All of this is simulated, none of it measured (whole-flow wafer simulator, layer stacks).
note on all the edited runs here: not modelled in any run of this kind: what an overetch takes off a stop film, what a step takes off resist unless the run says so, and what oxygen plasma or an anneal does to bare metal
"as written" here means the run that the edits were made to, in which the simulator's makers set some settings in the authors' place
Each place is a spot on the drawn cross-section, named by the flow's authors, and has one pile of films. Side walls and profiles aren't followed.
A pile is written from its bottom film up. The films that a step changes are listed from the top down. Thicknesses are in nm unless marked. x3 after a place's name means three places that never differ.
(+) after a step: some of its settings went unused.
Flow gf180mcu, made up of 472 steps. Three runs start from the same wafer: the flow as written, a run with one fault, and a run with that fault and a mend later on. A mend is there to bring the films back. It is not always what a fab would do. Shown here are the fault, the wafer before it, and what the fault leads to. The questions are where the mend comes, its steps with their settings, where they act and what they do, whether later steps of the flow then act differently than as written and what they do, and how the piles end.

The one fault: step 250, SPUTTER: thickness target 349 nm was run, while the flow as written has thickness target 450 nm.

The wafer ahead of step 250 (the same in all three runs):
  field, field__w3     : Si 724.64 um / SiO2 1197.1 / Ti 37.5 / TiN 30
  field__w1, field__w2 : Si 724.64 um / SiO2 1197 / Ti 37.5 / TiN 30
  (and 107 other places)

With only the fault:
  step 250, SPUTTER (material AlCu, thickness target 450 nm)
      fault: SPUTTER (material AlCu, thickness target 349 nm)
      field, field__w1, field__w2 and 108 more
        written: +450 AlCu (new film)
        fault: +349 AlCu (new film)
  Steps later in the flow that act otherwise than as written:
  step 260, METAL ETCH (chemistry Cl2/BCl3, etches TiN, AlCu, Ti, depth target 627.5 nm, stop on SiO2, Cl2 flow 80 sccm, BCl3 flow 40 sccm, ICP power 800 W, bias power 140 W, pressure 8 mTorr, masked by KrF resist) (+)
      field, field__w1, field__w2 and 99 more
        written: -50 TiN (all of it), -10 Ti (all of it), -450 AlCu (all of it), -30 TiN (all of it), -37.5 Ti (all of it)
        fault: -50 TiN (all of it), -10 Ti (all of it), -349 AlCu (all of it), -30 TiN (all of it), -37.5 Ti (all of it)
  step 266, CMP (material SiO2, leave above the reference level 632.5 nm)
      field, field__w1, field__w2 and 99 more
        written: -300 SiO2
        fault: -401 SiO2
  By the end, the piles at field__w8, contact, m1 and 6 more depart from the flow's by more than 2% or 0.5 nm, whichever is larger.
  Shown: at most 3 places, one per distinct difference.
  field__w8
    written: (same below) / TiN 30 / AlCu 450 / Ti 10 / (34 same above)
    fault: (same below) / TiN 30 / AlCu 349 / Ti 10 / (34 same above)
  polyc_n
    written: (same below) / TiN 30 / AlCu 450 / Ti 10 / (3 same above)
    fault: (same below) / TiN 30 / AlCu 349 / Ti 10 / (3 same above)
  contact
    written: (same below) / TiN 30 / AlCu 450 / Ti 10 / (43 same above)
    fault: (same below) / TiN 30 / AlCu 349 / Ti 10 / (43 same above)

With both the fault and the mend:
  After step 250 comes the mend.
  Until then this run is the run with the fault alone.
  step 250a, SPUTTER (material AlCu, thickness target 101 nm) (the flow's step 250, run once more with other settings)
      field, field__w1, field__w2 and 108 more
        +101 AlCu
  None of the later steps of the flow acts differently than as written at any place that is followed.
  At every place that both follow, the piles at the end match the flow's.
